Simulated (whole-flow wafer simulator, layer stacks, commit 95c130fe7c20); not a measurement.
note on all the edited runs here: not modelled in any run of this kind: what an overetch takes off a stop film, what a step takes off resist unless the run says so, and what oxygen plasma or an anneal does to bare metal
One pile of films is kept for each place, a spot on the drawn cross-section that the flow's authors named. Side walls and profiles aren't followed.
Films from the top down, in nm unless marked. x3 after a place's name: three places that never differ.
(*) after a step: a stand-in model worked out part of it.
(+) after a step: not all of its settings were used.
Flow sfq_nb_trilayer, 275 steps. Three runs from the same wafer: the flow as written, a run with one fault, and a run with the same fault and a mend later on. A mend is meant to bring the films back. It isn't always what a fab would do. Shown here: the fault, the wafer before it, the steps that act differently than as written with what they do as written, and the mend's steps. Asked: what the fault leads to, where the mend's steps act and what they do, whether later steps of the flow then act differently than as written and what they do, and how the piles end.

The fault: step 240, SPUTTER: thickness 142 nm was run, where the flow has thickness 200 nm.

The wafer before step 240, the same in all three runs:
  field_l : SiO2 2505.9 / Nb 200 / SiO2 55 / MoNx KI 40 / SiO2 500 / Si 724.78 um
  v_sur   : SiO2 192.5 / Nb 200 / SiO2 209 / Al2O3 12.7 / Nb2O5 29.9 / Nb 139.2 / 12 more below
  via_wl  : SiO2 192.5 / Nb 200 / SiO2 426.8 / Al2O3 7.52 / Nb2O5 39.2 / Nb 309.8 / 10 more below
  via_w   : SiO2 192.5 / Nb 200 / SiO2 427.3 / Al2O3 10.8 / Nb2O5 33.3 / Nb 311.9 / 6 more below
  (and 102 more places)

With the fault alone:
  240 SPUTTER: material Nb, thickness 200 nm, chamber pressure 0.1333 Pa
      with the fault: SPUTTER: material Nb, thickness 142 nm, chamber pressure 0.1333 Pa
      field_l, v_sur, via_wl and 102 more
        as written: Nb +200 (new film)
        with the fault: Nb +142 (new film)
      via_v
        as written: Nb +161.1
        with the fault: Nb +114.2
  Later steps of the flow that act differently than as written (3 more steps differ only slightly, by at most 2% or 0.5 nm, whichever is larger, and aren't shown):
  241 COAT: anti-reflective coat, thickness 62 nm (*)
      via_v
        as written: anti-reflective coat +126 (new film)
        with the fault: anti-reflective coat +122.8 (new film)
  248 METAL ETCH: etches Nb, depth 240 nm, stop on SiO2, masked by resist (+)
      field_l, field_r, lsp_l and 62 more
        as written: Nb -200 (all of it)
        with the fault: Nb -142 (all of it)
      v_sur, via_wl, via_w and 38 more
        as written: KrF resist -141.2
        with the fault: KrF resist -125.3
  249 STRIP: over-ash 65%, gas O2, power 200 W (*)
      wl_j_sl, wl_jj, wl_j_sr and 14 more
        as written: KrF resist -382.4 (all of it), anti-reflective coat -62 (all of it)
        with the fault: KrF resist -398.3 (all of it), anti-reflective coat -62 (all of it)
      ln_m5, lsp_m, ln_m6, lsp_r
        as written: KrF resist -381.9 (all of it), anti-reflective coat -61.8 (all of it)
        with the fault: KrF resist -397.8 (all of it), anti-reflective coat -61.8 (all of it)
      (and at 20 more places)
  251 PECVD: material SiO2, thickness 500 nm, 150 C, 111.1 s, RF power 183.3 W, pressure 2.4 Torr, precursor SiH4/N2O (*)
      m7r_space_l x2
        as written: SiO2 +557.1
        with the fault: SiO2 +500
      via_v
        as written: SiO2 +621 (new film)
        with the fault: SiO2 +603.7 (new film)
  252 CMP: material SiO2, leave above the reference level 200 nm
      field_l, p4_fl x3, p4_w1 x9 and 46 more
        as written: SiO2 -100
        with the fault: SiO2 -158
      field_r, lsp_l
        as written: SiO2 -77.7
        with the fault: SiO2 -142.1
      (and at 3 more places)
  At the end the piles differ from the flow's by more than 2% or 0.5 nm, whichever is larger, at v_sur, via_wl, via_w and 87 more.
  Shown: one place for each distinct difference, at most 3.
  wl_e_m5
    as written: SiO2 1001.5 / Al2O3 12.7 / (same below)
    with the fault: SiO2 943.5 / Al2O3 12.7 / (same below)
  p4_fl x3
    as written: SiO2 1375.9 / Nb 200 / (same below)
    with the fault: SiO2 1317.9 / Nb 200 / (same below)
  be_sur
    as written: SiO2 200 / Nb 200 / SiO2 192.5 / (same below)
    with the fault: SiO2 200 / Nb 142 / SiO2 192.5 / (same below)

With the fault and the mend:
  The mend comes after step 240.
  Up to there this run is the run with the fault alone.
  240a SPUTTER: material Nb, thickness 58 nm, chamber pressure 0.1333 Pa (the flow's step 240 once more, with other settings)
      field_l, v_sur, via_wl and 102 more
        Nb +58
      via_v
        Nb +43.3
  No later step of the flow acts differently than as written, at any place that is followed, by more than 2% or 0.5 nm, whichever is larger.
  At the end the piles differ from the flow's only slightly at the places that both follow, by at most 2% or 0.5 nm, whichever is larger.
